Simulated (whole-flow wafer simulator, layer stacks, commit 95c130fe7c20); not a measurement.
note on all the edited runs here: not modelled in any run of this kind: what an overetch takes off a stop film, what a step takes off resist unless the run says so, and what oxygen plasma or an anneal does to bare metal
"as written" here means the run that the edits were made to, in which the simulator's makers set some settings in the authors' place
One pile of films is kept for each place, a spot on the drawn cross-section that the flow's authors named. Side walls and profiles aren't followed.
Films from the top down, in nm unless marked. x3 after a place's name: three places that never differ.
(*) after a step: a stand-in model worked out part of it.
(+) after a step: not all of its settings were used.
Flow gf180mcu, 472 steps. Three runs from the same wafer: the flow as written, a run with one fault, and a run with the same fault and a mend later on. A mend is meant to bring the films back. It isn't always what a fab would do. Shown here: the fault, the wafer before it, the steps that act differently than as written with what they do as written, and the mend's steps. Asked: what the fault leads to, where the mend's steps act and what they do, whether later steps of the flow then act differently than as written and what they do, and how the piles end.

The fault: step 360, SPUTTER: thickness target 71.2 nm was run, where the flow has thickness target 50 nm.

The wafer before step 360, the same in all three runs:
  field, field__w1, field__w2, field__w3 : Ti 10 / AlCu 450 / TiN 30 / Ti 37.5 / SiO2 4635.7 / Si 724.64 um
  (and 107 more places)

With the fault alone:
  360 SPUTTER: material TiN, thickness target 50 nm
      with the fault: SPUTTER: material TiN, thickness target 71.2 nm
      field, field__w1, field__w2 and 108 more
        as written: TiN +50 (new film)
        with the fault: TiN +71.2 (new film)
  Later steps of the flow that act differently than as written (3 more steps differ only slightly, by at most 2% or 0.5 nm, whichever is larger, and aren't shown):
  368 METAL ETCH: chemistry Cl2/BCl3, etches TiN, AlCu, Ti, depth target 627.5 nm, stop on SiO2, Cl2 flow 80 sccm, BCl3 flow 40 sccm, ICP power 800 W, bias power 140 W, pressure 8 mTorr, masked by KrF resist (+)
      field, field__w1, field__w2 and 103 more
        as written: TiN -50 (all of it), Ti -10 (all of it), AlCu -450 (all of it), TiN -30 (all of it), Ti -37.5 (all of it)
        with the fault: TiN -71.2 (all of it), Ti -10 (all of it), AlCu -450 (all of it), TiN -30 (all of it), Ti -37.5 (all of it)
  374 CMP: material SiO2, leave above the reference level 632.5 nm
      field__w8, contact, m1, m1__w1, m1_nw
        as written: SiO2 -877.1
        with the fault: SiO2 -898.3
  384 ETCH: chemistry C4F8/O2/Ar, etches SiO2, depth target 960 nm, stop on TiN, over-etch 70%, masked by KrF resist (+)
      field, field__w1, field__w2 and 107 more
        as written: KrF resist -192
        with the fault: KrF resist -187.4
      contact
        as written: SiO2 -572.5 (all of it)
        with the fault: SiO2 -551.3 (all of it)
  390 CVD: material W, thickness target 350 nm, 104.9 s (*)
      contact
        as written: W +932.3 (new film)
        with the fault: W +910.9 (new film)
  At the end the piles differ from the flow's by more than 2% or 0.5 nm, whichever is larger, at field__w8, contact, m1, m1__w1, m1_nw.
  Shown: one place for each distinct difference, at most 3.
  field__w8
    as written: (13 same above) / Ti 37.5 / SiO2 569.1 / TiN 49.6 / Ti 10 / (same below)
    with the fault: (13 same above) / Ti 37.5 / SiO2 547.9 / TiN 70.8 / Ti 10 / (same below)
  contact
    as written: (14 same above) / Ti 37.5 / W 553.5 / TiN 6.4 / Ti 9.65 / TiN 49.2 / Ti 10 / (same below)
    with the fault: (14 same above) / Ti 37.5 / W 532.1 / TiN 6.48 / Ti 9.77 / TiN 70.4 / Ti 10 / (same below)

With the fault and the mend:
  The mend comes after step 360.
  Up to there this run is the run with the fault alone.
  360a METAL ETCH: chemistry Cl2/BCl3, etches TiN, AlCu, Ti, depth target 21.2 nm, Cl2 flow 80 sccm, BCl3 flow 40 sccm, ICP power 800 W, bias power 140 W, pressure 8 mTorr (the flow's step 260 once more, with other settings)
      field, field__w1, field__w2 and 108 more
        TiN -21.2
  No later step of the flow acts differently than as written at any place that is followed.
  At the end the piles are the same as the flow's at every place that both follow.
